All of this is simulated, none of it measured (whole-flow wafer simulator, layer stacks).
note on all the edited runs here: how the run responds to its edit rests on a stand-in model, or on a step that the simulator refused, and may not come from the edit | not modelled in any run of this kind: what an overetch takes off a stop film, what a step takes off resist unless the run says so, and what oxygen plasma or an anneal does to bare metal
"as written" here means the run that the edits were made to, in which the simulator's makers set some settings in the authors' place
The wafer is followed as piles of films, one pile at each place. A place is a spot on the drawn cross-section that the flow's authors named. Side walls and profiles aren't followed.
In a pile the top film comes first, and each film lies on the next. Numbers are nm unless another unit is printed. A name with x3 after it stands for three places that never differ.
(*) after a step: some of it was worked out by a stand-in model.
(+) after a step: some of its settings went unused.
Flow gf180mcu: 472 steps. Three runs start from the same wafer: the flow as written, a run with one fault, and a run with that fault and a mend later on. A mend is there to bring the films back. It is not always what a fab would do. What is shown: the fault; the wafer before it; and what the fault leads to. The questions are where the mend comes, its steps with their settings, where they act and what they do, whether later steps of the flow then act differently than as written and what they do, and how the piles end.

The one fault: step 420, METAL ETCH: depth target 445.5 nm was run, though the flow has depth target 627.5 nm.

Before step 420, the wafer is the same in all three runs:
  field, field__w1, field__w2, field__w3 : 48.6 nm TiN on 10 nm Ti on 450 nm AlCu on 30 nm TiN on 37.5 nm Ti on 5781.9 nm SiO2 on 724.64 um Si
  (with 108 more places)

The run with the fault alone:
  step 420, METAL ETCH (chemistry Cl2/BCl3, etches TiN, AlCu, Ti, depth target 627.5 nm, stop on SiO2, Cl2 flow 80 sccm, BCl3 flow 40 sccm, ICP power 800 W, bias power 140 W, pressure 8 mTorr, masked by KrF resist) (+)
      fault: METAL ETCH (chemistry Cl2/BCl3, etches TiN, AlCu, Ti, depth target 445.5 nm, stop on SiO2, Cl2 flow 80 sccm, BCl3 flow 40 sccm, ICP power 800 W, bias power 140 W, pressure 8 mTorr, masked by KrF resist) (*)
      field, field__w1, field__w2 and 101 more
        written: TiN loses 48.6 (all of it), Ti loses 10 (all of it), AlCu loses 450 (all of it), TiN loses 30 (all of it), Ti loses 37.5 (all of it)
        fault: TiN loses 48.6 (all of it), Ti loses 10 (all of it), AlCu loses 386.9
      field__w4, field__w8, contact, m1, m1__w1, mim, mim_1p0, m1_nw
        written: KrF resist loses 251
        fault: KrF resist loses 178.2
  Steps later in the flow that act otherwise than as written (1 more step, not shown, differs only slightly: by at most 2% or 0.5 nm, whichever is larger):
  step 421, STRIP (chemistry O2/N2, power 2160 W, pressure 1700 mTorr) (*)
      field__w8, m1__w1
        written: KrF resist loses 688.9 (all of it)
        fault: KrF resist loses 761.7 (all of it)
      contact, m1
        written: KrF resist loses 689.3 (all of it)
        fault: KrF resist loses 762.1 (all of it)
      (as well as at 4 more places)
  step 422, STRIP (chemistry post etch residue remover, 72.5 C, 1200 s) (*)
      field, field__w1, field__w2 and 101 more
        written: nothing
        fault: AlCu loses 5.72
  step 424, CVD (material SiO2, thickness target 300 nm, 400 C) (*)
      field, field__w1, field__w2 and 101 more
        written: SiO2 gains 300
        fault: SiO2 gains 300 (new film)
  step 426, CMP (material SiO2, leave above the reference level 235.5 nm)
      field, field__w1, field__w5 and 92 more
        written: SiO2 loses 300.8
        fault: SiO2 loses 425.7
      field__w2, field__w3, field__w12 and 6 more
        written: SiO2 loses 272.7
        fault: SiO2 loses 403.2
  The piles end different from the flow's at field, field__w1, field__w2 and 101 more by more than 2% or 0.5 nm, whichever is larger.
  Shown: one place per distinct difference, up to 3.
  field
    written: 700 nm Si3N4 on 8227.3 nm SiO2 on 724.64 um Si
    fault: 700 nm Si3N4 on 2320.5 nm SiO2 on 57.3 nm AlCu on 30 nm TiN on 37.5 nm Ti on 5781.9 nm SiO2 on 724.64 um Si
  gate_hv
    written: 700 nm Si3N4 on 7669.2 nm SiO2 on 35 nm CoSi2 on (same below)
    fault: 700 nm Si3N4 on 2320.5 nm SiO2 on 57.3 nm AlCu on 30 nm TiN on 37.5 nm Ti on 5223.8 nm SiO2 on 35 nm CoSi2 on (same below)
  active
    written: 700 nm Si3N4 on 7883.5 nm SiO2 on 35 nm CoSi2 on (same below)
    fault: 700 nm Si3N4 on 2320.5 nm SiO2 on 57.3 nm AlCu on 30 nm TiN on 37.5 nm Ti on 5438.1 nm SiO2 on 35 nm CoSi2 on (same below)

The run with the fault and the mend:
  The mend stands after step 420.
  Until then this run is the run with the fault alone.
  step 420a, METAL ETCH (chemistry Cl2/BCl3, etches TiN, AlCu, Ti, depth target 182 nm, stop on SiO2, Cl2 flow 80 sccm, BCl3 flow 40 sccm, ICP power 800 W, bias power 140 W, pressure 8 mTorr, masked by KrF resist) (+) (a further turn of the flow's step 420, with different settings)
      field, field__w1, field__w2 and 101 more
        AlCu loses 63.1 (all of it), TiN loses 30 (all of it), Ti loses 37.5 (all of it)
      field__w4, field__w8, contact, m1, m1__w1, mim, mim_1p0, m1_nw
        KrF resist loses 72.8
  None of the later steps of the flow acts differently than as written at any place that is followed.
  At every place that both follow, the piles at the end match the flow's.
